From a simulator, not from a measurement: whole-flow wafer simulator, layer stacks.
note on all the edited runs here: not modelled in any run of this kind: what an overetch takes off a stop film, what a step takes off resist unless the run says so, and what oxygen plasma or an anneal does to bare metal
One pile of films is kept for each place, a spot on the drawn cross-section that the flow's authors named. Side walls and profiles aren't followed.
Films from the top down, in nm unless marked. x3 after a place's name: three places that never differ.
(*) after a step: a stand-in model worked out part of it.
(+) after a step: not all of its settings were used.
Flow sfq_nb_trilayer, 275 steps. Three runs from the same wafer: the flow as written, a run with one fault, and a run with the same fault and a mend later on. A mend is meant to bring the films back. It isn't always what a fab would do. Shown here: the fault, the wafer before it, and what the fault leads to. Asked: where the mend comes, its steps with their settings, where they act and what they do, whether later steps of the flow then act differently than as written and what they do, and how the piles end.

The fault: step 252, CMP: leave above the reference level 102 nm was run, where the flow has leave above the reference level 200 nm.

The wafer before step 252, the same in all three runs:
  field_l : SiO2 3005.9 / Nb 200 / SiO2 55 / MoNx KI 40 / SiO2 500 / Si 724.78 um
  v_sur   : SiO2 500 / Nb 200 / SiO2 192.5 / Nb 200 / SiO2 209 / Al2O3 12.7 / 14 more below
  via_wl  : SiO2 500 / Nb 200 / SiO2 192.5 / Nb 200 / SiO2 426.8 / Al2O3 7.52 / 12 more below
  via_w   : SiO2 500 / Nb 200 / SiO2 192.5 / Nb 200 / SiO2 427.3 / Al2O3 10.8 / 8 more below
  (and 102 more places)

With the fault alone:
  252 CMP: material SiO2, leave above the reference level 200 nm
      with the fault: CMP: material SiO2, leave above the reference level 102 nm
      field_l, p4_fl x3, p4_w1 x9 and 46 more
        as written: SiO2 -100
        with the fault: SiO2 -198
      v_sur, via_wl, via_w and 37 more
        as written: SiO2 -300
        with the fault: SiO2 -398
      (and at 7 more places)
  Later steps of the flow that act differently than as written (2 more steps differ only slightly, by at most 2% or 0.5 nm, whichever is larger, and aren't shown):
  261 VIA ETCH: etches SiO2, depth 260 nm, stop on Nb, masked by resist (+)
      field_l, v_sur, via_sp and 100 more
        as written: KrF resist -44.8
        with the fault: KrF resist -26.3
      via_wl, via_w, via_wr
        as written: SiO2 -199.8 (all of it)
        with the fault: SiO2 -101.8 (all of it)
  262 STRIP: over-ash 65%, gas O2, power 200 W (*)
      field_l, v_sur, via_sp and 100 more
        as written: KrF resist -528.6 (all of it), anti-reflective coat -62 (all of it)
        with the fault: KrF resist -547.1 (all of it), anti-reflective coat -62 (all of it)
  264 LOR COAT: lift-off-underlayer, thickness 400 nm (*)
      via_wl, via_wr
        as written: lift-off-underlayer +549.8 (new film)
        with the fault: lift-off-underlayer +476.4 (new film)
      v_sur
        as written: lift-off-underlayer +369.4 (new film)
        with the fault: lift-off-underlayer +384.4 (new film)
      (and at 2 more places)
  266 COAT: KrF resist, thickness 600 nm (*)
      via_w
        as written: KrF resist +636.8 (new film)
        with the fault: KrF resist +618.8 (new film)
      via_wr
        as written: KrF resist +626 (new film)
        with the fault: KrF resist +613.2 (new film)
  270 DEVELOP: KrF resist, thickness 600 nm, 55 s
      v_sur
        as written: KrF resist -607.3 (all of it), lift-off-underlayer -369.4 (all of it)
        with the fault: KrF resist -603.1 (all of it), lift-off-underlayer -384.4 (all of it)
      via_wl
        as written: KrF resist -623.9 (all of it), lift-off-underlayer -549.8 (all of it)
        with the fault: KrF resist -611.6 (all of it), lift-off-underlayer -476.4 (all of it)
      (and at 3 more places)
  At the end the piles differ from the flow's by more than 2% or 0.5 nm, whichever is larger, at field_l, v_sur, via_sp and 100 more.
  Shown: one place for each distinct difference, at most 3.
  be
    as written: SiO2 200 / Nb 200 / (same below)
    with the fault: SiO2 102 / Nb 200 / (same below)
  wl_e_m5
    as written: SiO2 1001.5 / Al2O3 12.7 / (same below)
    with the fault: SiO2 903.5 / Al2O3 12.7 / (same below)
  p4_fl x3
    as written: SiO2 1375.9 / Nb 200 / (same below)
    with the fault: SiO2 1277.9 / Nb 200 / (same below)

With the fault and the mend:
  The mend comes after step 259.
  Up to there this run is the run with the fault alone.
  259a STRIP: over-ash 65%, gas O2, power 200 W (*)
      field_l, v_sur, via_sp and 100 more
        KrF resist -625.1 (all of it), anti-reflective coat -62 (all of it)
      via_wl, via_w, via_wr
        anti-reflective coat -62 (all of it)
  259b PECVD: material SiO2, thickness 98 nm, 150 C, 21.78 s, RF power 183.3 W, pressure 2.4 Torr, precursor SiH4/N2O (the flow's step 251 once more, with other settings)
      field_l, v_sur, via_wl and 103 more
        SiO2 +98
  259c COAT: anti-reflective coat, thickness 62 nm (the flow's step 254 once more)
      field_l, v_sur, via_wl and 103 more
        anti-reflective coat +62 (new film)
  259d COAT: KrF resist, thickness 650 nm (the flow's step 255 once more)
      field_l, v_sur, via_wl and 103 more
        KrF resist +650 (new film)
  259e SOFTBAKE: KrF resist (the flow's step 256 once more)
      changes no film at any place that is followed
  259f EXPOSE: photomask I7, dose 11.93 mJ/cm2, NA 0.6, wavelength 248 nm (*) (the flow's step 257 once more)
      changes no film at any place that is followed
  259g PEB: KrF resist, 90 s (the flow's step 258 once more)
      field_l, v_sur, via_wl and 103 more
        KrF resist -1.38
  259h DEVELOP: KrF resist, thickness 650 nm, 60 s (the flow's step 259 once more)
      field_l, v_sur, via_sp and 100 more
        KrF resist -23.5
      via_wl, via_w, via_wr
        KrF resist -648.6 (all of it)
  No later step of the flow acts differently than as written at any place that is followed.
  At the end the piles are the same as the flow's at every place that both follow.
